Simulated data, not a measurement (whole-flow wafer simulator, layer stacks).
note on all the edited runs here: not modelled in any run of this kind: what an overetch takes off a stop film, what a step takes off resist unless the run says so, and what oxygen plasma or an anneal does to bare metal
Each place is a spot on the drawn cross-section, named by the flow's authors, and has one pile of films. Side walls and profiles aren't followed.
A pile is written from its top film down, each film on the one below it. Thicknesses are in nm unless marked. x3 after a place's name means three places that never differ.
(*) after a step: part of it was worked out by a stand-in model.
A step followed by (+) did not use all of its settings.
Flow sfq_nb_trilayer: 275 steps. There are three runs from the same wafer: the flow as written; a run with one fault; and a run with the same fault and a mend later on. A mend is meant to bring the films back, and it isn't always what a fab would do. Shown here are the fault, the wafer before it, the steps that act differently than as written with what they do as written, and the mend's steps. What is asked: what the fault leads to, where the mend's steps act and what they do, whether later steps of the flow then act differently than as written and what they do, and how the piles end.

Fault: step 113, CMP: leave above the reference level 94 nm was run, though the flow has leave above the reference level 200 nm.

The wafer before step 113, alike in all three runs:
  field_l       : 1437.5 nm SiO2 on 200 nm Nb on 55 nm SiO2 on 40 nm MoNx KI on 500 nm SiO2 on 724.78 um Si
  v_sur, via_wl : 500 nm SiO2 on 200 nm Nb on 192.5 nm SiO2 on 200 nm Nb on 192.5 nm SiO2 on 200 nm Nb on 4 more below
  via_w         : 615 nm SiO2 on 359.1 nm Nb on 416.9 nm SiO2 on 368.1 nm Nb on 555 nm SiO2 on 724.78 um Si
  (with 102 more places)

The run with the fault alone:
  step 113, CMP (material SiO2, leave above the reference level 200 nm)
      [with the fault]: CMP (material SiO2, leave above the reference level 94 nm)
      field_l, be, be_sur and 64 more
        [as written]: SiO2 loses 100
        [with the fault]: SiO2 loses 206
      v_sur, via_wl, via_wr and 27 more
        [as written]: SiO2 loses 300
        [with the fault]: SiO2 loses 406
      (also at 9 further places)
  Steps further on in the flow that do not act as written (not shown: 3 more steps that differ only slightly, by at most 2% or 0.5 nm, whichever is larger):
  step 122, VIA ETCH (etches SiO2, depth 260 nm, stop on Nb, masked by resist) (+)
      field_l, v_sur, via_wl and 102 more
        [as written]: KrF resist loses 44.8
        [with the fault]: KrF resist loses 24.3
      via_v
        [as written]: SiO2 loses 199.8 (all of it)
        [with the fault]: SiO2 loses 93.8 (all of it)
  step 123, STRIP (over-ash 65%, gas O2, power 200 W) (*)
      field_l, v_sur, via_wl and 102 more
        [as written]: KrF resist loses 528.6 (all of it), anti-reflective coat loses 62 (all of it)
        [with the fault]: KrF resist loses 549.2 (all of it), anti-reflective coat loses 62 (all of it)
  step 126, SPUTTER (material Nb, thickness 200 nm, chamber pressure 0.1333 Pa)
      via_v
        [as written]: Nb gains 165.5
        [with the fault]: Nb gains 189.3
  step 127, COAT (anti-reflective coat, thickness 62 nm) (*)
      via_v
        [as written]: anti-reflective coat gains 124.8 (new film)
        [with the fault]: anti-reflective coat gains 102.1 (new film)
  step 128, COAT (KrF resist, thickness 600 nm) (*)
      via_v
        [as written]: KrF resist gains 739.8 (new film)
        [with the fault]: KrF resist gains 649.5 (new film)
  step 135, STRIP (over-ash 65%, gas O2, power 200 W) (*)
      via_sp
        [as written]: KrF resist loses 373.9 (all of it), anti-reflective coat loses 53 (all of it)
        [with the fault]: KrF resist loses 382.6 (all of it), anti-reflective coat loses 53 (all of it)
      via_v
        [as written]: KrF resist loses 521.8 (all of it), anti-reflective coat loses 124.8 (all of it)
        [with the fault]: KrF resist loses 431.8 (all of it), anti-reflective coat loses 102.1 (all of it)
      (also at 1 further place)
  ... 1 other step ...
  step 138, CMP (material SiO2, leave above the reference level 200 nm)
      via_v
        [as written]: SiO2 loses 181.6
        [with the fault]: SiO2 loses 196.3
  By the end, the piles at field_l, v_sur, via_wl and 103 more depart from the flow's by more than 2% or 0.5 nm, whichever is larger.
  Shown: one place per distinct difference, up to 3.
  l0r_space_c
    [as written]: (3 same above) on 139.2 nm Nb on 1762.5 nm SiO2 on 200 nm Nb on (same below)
    [with the fault]: (3 same above) on 139.2 nm Nb on 1656.5 nm SiO2 on 200 nm Nb on (same below)
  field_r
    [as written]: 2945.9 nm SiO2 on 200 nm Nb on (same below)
    [with the fault]: 2839.9 nm SiO2 on 200 nm Nb on (same below)
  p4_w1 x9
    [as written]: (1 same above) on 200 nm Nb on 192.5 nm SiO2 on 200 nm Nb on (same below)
    [with the fault]: (1 same above) on 200 nm Nb on 86.5 nm SiO2 on 200 nm Nb on (same below)

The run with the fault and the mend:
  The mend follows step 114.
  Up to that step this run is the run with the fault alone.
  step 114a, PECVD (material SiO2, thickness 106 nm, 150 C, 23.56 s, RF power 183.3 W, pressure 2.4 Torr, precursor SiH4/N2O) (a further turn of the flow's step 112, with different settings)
      field_l, v_sur, via_wl and 103 more
        SiO2 gains 106
  None of the later steps of the flow acts differently than as written at any place that is followed.
  At every place that both follow, the piles at the end match the flow's.
